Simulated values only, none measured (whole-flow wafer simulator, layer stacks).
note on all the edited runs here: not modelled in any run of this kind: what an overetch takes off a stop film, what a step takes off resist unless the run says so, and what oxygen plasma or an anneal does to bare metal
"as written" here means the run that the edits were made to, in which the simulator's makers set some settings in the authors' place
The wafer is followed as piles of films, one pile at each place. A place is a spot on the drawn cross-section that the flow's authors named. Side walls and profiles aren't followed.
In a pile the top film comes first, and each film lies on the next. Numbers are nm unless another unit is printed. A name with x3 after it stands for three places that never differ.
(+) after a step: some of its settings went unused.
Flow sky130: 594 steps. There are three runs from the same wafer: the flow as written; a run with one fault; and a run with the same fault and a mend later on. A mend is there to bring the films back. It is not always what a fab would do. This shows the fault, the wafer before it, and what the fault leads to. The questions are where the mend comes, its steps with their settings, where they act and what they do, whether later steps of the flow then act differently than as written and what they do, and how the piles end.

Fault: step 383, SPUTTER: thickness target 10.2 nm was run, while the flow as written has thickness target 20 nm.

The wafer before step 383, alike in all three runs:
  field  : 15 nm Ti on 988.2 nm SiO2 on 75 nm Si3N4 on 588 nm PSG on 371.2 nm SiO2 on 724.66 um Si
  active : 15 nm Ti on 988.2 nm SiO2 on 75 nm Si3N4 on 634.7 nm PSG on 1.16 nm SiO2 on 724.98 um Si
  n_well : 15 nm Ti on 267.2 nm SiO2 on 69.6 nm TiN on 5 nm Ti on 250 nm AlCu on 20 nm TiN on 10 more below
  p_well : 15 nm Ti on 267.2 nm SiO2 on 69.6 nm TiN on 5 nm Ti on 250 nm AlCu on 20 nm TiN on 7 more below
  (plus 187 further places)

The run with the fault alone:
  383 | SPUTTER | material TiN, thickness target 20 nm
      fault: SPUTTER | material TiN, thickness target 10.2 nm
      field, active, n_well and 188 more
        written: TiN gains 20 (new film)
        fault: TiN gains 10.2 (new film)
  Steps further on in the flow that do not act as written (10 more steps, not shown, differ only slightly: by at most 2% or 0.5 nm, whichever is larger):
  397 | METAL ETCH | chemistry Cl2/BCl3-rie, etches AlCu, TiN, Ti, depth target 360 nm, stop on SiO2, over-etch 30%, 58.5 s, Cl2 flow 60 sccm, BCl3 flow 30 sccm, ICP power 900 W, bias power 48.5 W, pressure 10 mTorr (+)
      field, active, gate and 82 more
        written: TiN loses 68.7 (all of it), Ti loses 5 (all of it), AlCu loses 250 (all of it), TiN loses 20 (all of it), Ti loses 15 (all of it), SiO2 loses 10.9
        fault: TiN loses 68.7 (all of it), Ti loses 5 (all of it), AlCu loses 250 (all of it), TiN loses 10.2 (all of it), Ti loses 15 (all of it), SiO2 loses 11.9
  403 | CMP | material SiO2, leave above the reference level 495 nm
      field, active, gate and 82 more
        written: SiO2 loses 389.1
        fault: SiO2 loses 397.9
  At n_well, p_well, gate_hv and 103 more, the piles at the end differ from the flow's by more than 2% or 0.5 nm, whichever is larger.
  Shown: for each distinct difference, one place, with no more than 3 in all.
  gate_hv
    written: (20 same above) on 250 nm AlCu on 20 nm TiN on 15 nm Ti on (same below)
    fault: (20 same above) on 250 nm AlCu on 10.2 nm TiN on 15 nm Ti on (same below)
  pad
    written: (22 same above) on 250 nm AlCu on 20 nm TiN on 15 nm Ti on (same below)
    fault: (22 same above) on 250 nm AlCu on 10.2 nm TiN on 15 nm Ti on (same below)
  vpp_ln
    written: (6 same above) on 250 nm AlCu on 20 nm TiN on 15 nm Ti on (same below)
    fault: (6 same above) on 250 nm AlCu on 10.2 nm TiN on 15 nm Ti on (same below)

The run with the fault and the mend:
  After step 383 comes the mend.
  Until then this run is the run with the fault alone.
  383a | SPUTTER | material TiN, thickness target 9.8 nm (a further turn of the flow's step 383, with different settings)
      field, active, n_well and 188 more
        TiN gains 9.8
  Every later step of the flow that is run acts as written at every place that is followed.
  At every place that both follow, the piles at the end match the flow's.
